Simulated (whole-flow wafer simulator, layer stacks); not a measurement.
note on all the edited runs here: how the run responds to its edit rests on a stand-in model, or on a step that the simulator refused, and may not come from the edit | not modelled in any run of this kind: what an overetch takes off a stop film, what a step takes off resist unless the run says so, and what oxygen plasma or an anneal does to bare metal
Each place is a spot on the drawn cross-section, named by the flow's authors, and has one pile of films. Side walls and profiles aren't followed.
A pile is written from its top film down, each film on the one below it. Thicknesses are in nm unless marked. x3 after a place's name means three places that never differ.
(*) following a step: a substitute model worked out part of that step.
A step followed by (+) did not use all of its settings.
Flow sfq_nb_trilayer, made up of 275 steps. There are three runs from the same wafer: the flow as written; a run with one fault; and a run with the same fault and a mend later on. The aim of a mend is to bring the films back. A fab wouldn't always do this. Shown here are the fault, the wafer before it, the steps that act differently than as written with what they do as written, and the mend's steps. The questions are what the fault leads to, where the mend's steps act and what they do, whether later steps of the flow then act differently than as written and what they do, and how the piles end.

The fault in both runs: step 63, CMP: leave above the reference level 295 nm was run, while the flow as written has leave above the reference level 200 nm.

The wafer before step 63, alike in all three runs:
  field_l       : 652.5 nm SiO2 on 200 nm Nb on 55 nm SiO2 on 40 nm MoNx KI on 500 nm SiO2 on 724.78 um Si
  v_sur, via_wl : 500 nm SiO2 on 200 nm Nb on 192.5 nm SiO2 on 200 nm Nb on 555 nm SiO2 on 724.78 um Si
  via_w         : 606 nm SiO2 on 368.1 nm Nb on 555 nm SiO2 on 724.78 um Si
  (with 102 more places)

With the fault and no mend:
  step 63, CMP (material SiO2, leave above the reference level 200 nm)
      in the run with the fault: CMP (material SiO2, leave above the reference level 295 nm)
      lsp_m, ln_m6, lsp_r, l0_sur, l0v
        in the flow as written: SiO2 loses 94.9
        in the run with the fault: nothing
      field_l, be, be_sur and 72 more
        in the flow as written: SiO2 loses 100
        in the run with the fault: SiO2 loses 5
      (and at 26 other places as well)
  Steps further on in the flow that do not act as written (6 other steps are not shown; they differ only slightly, by no more than 2% or 0.5 nm, whichever is larger):
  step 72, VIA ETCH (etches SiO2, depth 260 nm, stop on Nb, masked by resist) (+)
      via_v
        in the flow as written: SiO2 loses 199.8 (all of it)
        in the run with the fault: SiO2 loses 260
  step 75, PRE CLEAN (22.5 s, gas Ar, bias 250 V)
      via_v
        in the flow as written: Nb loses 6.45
        in the run with the fault: SiO2 loses 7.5
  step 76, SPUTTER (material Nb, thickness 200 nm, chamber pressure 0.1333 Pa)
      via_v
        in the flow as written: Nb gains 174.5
        in the run with the fault: Nb gains 163.1 (new film)
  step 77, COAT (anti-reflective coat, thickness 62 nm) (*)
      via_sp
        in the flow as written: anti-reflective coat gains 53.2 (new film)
        in the run with the fault: anti-reflective coat gains 51.9 (new film)
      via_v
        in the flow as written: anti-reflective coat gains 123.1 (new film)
        in the run with the fault: anti-reflective coat gains 136.1 (new film)
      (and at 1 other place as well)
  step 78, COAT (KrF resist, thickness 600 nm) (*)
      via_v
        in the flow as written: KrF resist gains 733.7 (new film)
        in the run with the fault: KrF resist gains 783.4 (new film)
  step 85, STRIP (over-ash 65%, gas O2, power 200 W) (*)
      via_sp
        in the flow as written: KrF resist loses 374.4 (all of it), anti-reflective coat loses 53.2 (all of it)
        in the run with the fault: KrF resist loses 370.4 (all of it), anti-reflective coat loses 51.9 (all of it)
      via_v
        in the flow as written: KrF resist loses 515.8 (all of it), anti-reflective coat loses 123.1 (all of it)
        in the run with the fault: KrF resist loses 565.3 (all of it), anti-reflective coat loses 136.1 (all of it)
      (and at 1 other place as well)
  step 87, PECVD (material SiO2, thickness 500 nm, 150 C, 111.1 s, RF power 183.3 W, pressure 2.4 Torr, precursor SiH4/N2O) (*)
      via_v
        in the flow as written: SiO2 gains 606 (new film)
        in the run with the fault: SiO2 gains 678.7 (new film)
  By the end, the piles at field_l, v_sur, via_wl and 103 more depart from the flow's by more than 2% or 0.5 nm, whichever is larger.
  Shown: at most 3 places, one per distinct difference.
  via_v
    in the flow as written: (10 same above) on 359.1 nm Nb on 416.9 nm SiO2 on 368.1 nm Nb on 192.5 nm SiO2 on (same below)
    in the run with the fault: (10 same above) on 359.1 nm Nb on 489.6 nm SiO2 on 163.1 nm Nb on 27.3 nm SiO2 on 200 nm Nb on 192.5 nm SiO2 on (same below)
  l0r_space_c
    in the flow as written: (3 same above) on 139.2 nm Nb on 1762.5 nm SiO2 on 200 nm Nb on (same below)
    in the run with the fault: (3 same above) on 139.2 nm Nb on 1857.5 nm SiO2 on 200 nm Nb on (same below)
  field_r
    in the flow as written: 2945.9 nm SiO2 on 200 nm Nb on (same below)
    in the run with the fault: 3040.9 nm SiO2 on 200 nm Nb on (same below)

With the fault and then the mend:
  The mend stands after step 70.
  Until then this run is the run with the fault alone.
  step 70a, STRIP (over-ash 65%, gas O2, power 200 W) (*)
      field_l, v_sur, via_wl and 100 more
        KrF resist loses 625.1 (all of it), anti-reflective coat loses 62 (all of it)
      l0_sur, l0v
        KrF resist loses 625.2 (all of it), anti-reflective coat loses 62 (all of it)
      via_v
        anti-reflective coat loses 62 (all of it)
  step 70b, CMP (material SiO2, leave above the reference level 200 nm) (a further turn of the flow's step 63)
      field_l, v_sur, via_wl and 98 more
        SiO2 loses 95
      lsp_m, ln_m6, lsp_r, l0_sur, l0v
        SiO2 loses 94.9
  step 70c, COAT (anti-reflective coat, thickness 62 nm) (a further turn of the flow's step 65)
      field_l, v_sur, via_wl and 103 more
        anti-reflective coat gains 62 (new film)
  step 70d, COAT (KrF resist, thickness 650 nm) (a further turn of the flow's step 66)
      field_l, v_sur, via_wl and 103 more
        KrF resist gains 650 (new film)
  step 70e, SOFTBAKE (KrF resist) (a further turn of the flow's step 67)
      alters no film at any place that is followed
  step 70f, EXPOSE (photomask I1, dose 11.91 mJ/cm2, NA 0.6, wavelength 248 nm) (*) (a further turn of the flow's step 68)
      alters no film at any place that is followed
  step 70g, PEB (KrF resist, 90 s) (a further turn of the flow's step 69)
      field_l, v_sur, via_wl and 103 more
        KrF resist loses 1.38
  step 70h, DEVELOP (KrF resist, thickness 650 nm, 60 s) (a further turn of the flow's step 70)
      field_l, v_sur, via_wl and 102 more
        KrF resist loses 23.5
      via_v
        KrF resist loses 648.6 (all of it)
  Later steps of the flow that are run all act as written at every place that is followed.
  At every place that both follow, the piles at the end match the flow's.
